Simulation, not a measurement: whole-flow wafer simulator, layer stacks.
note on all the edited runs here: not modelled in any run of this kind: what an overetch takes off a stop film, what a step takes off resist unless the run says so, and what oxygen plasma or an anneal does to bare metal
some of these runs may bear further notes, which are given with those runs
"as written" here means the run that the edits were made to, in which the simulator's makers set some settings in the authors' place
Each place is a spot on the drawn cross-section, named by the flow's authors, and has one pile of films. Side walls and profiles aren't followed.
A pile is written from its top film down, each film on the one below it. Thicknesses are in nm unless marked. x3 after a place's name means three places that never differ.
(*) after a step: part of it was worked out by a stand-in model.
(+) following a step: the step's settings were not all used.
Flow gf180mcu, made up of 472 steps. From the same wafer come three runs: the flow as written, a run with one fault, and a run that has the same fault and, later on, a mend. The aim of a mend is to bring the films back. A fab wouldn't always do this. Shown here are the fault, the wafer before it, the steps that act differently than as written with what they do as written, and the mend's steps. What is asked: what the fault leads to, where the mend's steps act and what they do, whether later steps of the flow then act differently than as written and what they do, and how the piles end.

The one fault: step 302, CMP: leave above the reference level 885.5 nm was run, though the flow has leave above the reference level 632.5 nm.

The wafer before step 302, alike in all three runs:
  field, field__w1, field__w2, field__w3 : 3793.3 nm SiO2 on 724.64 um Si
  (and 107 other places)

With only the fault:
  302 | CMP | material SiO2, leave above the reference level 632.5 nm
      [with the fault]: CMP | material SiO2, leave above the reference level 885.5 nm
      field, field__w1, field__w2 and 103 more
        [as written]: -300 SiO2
        [with the fault]: -47 SiO2
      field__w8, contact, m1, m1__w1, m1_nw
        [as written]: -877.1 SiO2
        [with the fault]: -624.1 SiO2
  Steps further on in the flow that do not act as written:
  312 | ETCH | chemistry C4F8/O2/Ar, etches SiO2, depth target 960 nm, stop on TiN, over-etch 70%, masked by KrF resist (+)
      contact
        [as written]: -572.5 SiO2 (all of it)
        [with the fault]: -825.5 SiO2 (all of it)
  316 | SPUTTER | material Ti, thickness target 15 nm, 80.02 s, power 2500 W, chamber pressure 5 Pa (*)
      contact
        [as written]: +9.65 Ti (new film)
        [with the fault]: +8.34 Ti (new film)
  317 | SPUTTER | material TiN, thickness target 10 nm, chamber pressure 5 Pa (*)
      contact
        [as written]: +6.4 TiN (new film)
        [with the fault]: +5.52 TiN (new film)
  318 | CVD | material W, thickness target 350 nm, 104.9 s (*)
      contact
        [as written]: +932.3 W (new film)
        [with the fault]: +1187.5 W (new film)
  By the end, the piles at field, field__w1, field__w2 and 109 more depart from the flow's by more than 2% or 0.5 nm, whichever is larger.
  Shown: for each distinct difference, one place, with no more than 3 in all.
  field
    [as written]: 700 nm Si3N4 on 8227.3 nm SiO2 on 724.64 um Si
    [with the fault]: 700 nm Si3N4 on 8480.3 nm SiO2 on 724.64 um Si
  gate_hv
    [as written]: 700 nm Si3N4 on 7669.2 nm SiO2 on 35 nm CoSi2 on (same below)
    [with the fault]: 700 nm Si3N4 on 7922.2 nm SiO2 on 35 nm CoSi2 on (same below)
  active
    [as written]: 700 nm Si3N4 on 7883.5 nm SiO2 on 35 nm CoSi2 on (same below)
    [with the fault]: 700 nm Si3N4 on 8136.5 nm SiO2 on 35 nm CoSi2 on (same below)

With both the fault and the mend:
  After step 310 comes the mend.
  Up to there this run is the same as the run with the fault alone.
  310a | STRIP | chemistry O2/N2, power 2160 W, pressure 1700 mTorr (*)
      field, field__w1, field__w2 and 107 more
        -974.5 KrF resist (all of it), -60 anti-reflective coat (all of it)
      contact
        -60 anti-reflective coat (all of it)
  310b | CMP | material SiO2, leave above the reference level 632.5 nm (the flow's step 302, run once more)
      field, field__w1, field__w2 and 108 more
        -253 SiO2
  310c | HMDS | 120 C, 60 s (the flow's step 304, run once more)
      alters no film at any place that is followed
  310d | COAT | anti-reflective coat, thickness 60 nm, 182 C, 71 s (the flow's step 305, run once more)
      field, field__w1, field__w2 and 108 more
        +60 anti-reflective coat (new film)
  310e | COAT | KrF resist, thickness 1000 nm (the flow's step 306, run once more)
      field, field__w1, field__w2 and 108 more
        +1000 KrF resist (new film)
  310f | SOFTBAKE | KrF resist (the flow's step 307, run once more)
      alters no film at any place that is followed
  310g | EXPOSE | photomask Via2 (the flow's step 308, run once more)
      alters no film at any place that is followed
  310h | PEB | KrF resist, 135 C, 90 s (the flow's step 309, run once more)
      field, field__w1, field__w2 and 108 more
        -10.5 KrF resist
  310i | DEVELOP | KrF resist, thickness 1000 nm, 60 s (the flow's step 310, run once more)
      field, field__w1, field__w2 and 107 more
        -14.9 KrF resist
      contact
        -989.5 KrF resist (all of it)
  Later steps of the flow that are run all act as written at every place that is followed.
  By the end, the piles equal the flow's at every place that both follow.
